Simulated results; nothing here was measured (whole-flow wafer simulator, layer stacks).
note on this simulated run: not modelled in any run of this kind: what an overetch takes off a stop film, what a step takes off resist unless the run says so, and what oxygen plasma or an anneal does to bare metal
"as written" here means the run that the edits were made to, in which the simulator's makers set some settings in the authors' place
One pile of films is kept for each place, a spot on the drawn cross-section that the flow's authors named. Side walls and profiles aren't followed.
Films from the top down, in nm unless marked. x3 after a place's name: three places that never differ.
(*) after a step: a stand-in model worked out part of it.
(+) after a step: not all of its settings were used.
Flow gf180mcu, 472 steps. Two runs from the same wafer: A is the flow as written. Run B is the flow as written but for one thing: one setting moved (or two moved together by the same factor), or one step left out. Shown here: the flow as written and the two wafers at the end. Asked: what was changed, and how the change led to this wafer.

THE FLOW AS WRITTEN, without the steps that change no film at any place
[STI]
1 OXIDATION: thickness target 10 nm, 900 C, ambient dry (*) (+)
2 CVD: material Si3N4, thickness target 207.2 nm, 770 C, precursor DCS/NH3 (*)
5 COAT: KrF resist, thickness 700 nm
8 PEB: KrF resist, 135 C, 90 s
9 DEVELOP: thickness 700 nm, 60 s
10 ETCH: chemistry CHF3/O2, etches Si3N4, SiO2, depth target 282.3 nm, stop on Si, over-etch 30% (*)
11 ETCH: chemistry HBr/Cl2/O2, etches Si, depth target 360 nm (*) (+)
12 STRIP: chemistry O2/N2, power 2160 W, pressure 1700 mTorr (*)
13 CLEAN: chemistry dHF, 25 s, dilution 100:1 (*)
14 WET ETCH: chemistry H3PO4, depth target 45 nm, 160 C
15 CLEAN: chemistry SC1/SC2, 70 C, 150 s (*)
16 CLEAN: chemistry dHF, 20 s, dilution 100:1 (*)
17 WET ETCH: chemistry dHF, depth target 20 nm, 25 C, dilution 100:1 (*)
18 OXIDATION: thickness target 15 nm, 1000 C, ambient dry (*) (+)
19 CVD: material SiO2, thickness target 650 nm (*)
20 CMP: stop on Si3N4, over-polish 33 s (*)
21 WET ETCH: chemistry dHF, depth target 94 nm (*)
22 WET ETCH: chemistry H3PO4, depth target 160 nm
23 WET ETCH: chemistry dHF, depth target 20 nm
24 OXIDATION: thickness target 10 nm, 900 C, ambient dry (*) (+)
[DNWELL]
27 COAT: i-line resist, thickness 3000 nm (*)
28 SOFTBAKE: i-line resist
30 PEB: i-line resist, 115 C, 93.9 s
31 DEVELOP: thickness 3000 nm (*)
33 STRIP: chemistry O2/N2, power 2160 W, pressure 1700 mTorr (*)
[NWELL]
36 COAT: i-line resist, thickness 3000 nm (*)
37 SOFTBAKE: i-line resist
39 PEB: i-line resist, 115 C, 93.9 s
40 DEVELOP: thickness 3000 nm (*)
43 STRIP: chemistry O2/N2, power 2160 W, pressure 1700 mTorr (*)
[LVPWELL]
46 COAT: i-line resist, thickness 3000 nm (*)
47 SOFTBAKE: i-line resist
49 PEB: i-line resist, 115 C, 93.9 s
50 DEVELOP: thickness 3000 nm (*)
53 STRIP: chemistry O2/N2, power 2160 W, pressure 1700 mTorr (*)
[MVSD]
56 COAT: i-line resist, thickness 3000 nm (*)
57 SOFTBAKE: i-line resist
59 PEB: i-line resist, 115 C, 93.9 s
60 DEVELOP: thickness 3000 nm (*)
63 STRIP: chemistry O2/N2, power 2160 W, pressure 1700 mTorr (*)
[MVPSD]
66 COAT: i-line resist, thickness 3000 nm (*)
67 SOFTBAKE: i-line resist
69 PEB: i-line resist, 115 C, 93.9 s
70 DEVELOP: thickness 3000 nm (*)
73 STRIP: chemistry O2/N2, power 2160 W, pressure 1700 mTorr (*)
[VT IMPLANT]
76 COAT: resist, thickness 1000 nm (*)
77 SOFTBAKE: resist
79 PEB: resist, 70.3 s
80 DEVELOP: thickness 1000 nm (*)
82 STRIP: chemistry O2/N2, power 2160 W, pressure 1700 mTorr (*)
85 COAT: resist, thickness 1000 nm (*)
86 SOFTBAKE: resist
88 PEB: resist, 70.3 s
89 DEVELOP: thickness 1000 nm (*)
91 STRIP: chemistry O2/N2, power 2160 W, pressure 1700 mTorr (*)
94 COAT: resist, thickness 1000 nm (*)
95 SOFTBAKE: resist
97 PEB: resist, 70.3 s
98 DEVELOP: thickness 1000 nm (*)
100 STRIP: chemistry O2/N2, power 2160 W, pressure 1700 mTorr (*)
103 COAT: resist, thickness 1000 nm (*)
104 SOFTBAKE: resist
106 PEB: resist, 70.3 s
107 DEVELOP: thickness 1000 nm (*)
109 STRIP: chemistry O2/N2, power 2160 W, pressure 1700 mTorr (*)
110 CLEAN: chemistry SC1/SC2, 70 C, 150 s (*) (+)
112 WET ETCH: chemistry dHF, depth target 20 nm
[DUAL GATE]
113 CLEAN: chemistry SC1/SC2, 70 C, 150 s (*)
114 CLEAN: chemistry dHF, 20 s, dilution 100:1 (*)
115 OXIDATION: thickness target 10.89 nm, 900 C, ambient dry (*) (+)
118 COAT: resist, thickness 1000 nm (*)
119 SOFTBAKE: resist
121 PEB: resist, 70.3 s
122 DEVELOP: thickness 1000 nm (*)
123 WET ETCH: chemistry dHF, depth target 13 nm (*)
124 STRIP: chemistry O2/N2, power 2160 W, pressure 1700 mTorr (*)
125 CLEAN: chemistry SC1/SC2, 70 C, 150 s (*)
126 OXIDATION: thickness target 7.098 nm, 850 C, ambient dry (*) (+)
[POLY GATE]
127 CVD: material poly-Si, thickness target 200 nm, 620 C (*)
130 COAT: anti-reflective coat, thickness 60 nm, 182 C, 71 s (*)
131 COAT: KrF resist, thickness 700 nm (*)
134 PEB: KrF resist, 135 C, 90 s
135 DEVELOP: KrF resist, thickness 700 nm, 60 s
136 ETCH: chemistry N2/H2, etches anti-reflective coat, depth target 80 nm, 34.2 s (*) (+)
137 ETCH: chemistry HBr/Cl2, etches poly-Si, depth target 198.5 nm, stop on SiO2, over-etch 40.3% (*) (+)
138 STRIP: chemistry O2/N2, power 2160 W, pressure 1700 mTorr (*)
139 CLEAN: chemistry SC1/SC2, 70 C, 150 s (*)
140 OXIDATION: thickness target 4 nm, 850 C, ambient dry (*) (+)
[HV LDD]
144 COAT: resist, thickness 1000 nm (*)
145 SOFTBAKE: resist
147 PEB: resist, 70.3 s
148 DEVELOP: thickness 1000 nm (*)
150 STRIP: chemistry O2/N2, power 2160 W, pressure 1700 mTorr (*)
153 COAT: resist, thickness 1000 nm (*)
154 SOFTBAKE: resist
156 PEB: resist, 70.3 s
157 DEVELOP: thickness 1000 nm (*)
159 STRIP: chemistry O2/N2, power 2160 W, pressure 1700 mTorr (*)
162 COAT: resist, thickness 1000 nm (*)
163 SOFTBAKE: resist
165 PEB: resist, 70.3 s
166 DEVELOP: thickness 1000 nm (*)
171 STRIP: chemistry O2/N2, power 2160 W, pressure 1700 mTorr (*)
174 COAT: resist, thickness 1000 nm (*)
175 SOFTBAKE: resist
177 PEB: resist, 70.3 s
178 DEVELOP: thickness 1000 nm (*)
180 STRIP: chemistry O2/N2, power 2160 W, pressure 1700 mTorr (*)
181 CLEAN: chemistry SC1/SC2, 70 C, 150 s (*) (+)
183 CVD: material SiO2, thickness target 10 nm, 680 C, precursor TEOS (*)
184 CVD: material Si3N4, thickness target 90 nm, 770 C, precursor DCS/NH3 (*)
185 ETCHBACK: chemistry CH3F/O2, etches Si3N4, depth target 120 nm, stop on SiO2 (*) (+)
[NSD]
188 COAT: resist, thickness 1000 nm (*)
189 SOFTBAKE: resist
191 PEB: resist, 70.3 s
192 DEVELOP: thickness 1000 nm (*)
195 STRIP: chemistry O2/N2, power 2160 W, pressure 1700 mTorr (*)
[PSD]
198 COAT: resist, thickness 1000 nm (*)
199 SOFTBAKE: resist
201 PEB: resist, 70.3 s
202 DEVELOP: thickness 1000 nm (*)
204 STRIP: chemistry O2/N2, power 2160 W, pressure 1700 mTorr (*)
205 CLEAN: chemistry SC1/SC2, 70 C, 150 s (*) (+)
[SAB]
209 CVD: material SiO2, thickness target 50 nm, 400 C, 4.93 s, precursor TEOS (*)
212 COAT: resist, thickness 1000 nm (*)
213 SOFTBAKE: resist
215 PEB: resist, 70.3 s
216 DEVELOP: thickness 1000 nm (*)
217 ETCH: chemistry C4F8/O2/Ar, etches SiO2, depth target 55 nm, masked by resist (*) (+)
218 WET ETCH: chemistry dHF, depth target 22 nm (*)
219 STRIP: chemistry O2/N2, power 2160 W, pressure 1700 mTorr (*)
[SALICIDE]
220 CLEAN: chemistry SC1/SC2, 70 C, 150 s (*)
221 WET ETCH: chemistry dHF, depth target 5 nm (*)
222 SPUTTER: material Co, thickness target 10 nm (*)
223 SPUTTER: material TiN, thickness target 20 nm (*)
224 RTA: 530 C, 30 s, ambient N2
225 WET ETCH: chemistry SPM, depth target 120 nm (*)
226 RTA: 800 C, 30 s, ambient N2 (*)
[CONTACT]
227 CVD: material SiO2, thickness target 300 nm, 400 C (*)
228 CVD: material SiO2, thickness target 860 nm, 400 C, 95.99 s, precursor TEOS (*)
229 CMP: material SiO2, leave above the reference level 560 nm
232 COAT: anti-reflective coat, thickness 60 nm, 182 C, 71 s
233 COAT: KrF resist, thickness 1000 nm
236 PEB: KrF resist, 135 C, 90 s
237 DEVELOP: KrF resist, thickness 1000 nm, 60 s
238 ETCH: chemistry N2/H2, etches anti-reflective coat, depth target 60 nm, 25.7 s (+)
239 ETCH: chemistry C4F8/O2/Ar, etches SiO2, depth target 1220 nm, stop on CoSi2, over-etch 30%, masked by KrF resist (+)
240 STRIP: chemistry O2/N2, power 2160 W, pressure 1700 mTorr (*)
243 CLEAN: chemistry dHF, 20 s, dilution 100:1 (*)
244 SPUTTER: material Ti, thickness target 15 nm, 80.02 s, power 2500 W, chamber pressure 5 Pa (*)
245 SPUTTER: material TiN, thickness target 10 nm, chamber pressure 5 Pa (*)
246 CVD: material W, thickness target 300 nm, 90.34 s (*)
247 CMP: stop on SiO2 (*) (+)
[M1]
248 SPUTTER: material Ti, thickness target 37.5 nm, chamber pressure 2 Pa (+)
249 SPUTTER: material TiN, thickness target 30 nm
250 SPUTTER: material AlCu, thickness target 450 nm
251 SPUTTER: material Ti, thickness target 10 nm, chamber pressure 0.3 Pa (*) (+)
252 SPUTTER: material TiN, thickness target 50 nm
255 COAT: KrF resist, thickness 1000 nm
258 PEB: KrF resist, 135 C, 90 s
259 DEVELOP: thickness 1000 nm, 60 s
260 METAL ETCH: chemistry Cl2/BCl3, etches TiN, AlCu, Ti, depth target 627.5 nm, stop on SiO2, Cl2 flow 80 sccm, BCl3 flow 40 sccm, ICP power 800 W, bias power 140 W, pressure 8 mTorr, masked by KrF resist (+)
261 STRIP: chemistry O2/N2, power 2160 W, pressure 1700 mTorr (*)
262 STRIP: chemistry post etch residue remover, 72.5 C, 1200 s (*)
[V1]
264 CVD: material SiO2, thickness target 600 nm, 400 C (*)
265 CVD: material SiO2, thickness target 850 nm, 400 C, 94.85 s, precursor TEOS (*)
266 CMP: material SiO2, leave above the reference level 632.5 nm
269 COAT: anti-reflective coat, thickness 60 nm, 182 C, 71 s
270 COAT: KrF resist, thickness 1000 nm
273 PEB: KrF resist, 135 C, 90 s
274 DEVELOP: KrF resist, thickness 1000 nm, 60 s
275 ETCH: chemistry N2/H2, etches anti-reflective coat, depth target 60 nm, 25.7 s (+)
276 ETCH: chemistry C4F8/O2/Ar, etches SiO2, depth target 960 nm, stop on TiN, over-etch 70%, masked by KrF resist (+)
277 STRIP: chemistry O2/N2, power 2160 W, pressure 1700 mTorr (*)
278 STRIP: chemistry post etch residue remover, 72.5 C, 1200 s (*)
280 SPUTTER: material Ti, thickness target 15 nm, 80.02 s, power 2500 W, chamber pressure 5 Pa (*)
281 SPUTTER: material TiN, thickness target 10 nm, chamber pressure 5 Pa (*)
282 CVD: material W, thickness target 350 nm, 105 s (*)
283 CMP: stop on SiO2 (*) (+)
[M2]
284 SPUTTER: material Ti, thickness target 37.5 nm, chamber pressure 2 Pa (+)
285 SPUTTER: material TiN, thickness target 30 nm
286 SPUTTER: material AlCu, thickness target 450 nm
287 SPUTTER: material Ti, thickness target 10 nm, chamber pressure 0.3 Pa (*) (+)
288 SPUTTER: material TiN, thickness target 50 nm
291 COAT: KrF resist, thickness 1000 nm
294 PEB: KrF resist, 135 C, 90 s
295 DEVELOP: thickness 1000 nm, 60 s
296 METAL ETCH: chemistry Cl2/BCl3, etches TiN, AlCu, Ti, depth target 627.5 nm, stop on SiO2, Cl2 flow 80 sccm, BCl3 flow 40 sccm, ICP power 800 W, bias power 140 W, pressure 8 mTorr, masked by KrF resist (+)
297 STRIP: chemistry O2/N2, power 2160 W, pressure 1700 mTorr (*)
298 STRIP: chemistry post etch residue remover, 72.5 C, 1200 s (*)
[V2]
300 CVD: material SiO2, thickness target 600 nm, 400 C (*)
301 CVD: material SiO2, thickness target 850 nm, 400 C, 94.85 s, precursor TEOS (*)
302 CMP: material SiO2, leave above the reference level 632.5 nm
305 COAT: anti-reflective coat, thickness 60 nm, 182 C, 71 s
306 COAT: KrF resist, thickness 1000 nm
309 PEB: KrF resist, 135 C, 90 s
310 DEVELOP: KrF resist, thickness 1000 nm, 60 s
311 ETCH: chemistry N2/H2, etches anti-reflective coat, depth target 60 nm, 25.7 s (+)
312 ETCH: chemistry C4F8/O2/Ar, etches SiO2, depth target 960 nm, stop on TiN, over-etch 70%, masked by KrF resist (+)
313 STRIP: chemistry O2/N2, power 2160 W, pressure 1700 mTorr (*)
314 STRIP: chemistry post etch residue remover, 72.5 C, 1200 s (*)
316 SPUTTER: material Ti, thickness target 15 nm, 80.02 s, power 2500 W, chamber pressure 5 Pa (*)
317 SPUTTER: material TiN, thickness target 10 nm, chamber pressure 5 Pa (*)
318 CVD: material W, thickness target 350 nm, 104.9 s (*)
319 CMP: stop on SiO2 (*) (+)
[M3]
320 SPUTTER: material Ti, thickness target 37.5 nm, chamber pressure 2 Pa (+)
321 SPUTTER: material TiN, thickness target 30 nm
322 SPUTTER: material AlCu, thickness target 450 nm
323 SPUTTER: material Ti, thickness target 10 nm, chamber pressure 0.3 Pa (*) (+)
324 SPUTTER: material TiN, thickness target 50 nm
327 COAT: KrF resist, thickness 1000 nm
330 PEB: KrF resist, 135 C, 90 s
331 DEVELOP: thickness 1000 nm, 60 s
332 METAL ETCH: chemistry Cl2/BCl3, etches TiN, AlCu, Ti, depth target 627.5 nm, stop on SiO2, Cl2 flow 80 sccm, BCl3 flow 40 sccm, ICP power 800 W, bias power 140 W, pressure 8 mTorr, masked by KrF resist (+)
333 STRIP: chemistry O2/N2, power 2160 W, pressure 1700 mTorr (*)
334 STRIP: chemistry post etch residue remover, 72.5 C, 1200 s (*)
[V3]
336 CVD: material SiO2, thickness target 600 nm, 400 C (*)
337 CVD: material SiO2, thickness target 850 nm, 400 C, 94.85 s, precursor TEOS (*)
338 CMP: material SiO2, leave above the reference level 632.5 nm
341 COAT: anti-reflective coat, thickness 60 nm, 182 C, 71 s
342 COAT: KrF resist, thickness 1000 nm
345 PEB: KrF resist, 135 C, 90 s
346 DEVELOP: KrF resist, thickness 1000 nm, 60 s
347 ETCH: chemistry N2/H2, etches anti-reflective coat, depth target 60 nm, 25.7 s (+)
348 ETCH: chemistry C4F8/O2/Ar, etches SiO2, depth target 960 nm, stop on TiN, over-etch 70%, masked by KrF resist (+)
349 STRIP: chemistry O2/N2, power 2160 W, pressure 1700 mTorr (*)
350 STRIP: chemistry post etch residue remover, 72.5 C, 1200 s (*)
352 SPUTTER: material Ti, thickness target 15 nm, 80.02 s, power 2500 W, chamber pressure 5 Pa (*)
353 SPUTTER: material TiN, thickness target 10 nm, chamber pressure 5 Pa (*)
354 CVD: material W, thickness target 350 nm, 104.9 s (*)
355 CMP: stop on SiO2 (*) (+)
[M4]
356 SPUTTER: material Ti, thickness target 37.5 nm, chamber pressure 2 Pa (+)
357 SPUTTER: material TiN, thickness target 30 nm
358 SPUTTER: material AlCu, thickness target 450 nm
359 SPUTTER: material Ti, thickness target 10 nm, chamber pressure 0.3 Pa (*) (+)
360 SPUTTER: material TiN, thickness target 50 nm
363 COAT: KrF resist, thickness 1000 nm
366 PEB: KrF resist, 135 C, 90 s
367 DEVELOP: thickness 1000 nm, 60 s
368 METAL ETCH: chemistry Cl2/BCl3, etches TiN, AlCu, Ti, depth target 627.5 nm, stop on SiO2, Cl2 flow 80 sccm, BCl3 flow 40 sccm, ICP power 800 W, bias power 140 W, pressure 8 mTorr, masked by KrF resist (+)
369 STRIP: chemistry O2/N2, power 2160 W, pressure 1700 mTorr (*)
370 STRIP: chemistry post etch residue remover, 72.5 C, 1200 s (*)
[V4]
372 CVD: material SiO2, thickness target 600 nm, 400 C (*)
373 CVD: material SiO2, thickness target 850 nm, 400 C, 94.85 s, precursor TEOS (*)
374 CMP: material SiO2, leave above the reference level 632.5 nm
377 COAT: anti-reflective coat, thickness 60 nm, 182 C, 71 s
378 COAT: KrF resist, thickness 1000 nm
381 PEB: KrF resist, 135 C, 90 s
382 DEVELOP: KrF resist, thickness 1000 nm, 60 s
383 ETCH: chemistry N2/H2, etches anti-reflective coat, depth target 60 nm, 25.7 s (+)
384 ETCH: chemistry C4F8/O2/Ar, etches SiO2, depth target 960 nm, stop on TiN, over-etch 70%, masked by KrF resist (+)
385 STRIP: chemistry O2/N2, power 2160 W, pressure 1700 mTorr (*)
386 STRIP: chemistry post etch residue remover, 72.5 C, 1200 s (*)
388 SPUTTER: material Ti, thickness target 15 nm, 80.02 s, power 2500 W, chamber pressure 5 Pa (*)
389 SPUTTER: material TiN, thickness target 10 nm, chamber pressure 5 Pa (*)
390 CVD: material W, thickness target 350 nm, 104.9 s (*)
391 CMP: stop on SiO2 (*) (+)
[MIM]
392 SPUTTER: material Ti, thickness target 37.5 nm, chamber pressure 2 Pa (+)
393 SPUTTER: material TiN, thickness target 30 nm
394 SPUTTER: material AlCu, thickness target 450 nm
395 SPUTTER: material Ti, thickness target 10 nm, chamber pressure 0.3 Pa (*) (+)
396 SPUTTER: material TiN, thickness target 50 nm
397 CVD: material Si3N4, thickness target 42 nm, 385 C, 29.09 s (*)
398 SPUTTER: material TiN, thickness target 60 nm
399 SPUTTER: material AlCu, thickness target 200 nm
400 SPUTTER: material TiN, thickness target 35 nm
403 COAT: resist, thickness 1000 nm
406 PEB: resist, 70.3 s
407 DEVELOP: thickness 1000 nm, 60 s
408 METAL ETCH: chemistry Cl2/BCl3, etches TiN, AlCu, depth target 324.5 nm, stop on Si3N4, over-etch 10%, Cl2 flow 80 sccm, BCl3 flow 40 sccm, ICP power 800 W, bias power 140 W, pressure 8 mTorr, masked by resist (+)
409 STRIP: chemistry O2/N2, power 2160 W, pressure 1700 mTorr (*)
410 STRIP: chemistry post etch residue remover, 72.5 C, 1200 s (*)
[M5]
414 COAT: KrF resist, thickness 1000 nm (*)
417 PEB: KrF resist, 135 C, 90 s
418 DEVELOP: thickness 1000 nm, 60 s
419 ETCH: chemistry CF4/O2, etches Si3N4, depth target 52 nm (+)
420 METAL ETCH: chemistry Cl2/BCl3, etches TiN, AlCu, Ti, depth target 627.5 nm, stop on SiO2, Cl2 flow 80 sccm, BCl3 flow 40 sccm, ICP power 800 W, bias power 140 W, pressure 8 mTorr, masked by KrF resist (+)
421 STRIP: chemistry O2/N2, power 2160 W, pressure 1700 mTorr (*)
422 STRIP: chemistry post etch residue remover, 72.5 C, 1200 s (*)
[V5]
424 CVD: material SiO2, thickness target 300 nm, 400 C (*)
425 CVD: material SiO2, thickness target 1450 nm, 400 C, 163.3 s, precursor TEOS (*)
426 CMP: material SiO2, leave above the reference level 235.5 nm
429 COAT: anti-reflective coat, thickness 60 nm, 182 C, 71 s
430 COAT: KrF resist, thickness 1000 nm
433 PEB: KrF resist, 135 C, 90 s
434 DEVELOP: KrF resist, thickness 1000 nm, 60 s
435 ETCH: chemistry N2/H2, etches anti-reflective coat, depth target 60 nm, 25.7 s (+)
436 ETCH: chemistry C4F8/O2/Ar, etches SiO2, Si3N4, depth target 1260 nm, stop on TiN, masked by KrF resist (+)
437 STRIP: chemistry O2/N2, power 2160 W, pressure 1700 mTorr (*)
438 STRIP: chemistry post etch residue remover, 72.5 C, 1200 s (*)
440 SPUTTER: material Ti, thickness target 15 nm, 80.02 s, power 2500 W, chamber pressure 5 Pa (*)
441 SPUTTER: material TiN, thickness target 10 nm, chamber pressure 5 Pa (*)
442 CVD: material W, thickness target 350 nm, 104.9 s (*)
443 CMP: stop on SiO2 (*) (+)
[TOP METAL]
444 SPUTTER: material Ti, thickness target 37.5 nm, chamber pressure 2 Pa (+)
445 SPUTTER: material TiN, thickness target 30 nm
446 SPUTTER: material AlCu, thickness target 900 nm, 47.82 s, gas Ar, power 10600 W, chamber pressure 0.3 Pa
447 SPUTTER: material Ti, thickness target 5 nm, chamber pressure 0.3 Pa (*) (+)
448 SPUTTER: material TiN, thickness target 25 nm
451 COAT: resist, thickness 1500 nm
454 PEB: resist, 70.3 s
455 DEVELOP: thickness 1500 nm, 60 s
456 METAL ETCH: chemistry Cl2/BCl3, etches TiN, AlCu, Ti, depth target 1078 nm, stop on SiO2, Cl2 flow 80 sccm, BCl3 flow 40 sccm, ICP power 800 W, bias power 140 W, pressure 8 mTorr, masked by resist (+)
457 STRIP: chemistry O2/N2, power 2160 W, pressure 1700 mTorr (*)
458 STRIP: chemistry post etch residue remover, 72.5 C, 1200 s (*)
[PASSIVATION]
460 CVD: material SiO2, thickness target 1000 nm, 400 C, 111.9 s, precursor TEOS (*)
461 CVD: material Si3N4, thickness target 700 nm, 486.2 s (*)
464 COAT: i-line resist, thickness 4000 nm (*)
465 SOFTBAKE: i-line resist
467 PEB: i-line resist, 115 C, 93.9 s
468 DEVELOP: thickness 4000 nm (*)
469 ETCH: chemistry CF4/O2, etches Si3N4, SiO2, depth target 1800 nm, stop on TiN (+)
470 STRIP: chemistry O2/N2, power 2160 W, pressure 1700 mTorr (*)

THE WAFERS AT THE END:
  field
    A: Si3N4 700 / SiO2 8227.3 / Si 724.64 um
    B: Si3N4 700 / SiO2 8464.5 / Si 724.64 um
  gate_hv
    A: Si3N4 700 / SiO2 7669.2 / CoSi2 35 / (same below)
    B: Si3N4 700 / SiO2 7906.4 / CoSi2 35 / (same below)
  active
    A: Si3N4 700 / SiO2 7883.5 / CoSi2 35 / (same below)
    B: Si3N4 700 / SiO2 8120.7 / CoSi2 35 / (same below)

The cause: step 374, CMP: leave above the reference level 869.7 nm was run, where the flow has leave above the reference level 632.5 nm.

How the change led to this, step by step:
  374 CMP: material SiO2, leave above the reference level 632.5 nm
      field, field__w1, field__w2 and 103 more: A SiO2 -300 | B SiO2 -62.8
      field__w8, contact, m1, m1__w1, m1_nw: A SiO2 -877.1 | B SiO2 -639.9
  384 ETCH: chemistry C4F8/O2/Ar, etches SiO2, depth target 960 nm, stop on TiN, over-etch 70%, masked by KrF resist (+)
      contact: A SiO2 -572.5 (all of it) | B SiO2 -809.7 (all of it)
  388 SPUTTER: material Ti, thickness target 15 nm, 80.02 s, power 2500 W, chamber pressure 5 Pa (*)
      contact: A Ti +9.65 (new film) | B Ti +8.41 (new film)
  389 SPUTTER: material TiN, thickness target 10 nm, chamber pressure 5 Pa (*)
      contact: A TiN +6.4 (new film) | B TiN +5.57 (new film)
  390 CVD: material W, thickness target 350 nm, 104.9 s (*)
      contact: A W +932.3 (new film) | B W +1171.6 (new film)
